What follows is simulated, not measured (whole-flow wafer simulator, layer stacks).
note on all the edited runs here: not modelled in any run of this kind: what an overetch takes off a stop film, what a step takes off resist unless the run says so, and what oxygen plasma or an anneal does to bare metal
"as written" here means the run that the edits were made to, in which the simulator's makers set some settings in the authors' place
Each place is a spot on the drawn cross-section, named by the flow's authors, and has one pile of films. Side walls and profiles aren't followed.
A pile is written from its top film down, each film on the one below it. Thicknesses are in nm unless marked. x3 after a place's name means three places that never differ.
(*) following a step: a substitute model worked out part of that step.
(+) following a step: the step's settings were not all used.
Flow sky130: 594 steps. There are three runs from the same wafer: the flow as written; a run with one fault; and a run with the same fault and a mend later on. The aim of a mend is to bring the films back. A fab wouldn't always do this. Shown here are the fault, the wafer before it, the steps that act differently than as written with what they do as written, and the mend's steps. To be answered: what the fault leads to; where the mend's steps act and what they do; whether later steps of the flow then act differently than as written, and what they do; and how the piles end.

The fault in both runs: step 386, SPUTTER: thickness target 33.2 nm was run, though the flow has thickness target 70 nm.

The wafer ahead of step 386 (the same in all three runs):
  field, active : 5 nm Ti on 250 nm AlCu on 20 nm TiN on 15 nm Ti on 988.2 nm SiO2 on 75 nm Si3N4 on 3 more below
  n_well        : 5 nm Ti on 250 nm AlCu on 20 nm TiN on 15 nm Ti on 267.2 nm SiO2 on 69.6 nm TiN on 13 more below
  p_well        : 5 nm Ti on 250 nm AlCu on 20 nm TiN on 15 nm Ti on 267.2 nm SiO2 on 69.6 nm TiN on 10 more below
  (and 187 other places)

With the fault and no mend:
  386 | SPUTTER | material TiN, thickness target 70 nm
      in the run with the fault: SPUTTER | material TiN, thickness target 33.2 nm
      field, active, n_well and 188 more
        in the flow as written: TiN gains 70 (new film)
        in the run with the fault: TiN gains 33.2 (new film)
  Steps further on in the flow that do not act as written (14 other steps are not shown; they differ only slightly, by no more than 2% or 0.5 nm, whichever is larger):
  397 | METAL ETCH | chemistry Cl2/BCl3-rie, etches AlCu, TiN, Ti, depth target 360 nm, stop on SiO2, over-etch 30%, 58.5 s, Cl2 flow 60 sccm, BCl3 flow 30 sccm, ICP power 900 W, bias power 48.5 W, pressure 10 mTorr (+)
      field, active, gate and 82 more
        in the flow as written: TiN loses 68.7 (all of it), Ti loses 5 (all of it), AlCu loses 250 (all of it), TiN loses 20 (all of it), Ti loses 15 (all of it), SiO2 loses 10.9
        in the run with the fault: TiN loses 31.9 (all of it), Ti loses 5 (all of it), AlCu loses 250 (all of it), TiN loses 20 (all of it), Ti loses 15 (all of it), SiO2 loses 14.6
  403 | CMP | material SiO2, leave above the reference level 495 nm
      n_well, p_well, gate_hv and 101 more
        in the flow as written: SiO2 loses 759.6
        in the run with the fault: SiO2 loses 722.8
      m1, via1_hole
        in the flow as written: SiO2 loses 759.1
        in the run with the fault: SiO2 loses 722.3
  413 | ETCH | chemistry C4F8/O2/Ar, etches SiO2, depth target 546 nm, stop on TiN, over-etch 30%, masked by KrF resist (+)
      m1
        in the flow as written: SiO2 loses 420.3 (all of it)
        in the run with the fault: SiO2 loses 457.1 (all of it)
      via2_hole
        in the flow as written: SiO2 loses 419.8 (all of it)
        in the run with the fault: SiO2 loses 456.6 (all of it)
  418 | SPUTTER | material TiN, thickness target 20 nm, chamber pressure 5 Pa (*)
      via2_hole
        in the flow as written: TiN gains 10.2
        in the run with the fault: TiN gains 9.69
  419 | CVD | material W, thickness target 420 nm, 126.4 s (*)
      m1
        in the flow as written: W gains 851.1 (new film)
        in the run with the fault: W gains 888.4 (new film)
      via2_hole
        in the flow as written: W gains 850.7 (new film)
        in the run with the fault: W gains 887.9 (new film)
  The piles end different from the flow's at n_well, p_well, gate_hv and 103 more by more than 2% or 0.5 nm, whichever is larger.
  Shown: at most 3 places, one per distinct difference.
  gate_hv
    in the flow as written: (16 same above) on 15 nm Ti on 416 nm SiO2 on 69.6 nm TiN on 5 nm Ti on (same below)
    in the run with the fault: (16 same above) on 15 nm Ti on 452.8 nm SiO2 on 32.8 nm TiN on 5 nm Ti on (same below)
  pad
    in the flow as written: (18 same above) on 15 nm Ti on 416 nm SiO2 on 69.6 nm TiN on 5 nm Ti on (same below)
    in the run with the fault: (18 same above) on 15 nm Ti on 452.8 nm SiO2 on 32.8 nm TiN on 5 nm Ti on (same below)
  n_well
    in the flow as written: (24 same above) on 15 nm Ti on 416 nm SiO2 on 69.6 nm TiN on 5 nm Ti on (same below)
    in the run with the fault: (24 same above) on 15 nm Ti on 452.8 nm SiO2 on 32.8 nm TiN on 5 nm Ti on (same below)

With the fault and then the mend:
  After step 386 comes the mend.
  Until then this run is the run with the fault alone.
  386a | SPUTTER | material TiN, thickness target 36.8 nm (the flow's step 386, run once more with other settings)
      field, active, n_well and 188 more
        TiN gains 36.8
  None of the later steps of the flow acts differently than as written at any place that is followed.
  By the end, the piles equal the flow's at every place that both follow.
